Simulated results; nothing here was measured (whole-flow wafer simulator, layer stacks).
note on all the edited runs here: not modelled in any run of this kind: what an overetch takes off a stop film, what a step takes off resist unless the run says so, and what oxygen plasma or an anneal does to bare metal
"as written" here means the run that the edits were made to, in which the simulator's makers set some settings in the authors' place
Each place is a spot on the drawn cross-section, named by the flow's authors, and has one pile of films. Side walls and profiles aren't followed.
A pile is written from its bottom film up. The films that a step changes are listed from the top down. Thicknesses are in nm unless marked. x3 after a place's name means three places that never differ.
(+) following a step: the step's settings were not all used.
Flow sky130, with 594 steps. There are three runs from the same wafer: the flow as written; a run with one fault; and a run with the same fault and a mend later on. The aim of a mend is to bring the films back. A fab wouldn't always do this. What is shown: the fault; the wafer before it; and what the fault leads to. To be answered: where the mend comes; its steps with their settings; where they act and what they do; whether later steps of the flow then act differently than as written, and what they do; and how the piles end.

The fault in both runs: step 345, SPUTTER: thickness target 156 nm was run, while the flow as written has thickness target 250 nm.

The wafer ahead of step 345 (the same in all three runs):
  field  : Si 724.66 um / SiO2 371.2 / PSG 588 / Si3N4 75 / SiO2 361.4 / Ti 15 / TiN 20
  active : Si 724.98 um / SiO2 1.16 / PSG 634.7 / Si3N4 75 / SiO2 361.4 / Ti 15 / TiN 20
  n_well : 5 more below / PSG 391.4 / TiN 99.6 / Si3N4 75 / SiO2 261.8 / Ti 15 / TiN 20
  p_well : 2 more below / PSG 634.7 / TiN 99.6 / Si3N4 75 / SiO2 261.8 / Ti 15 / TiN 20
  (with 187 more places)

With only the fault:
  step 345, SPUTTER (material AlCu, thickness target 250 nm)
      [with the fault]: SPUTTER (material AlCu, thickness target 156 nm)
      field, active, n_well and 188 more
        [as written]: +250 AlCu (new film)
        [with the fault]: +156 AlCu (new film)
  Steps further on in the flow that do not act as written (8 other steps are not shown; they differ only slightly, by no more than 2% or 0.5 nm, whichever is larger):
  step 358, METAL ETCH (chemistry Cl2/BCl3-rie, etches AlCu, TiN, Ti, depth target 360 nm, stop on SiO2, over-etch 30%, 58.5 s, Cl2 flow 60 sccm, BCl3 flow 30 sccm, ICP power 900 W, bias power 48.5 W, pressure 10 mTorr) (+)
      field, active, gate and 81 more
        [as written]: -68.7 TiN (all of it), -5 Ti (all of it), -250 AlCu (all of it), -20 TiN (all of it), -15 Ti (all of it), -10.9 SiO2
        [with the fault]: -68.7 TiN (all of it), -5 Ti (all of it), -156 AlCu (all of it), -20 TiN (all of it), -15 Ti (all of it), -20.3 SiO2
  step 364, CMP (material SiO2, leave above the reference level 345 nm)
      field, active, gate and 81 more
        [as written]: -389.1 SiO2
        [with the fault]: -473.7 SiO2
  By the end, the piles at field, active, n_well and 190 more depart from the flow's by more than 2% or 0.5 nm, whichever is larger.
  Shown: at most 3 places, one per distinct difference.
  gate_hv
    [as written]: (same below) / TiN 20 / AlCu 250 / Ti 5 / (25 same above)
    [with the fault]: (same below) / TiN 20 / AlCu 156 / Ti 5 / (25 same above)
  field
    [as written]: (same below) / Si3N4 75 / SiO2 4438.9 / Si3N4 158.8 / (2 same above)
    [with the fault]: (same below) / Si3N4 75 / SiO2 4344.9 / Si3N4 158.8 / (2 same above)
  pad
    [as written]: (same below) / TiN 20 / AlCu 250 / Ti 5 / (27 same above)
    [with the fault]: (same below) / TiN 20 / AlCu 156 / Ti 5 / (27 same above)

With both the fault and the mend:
  After step 345 comes the mend.
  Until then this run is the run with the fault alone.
  step 345a, SPUTTER (material AlCu, thickness target 94 nm) (the flow's step 345, run once more with other settings)
      field, active, n_well and 188 more
        +94 AlCu
  Every later step of the flow that is run acts as written at every place that is followed.
  At every place that both follow, the piles at the end match the flow's.
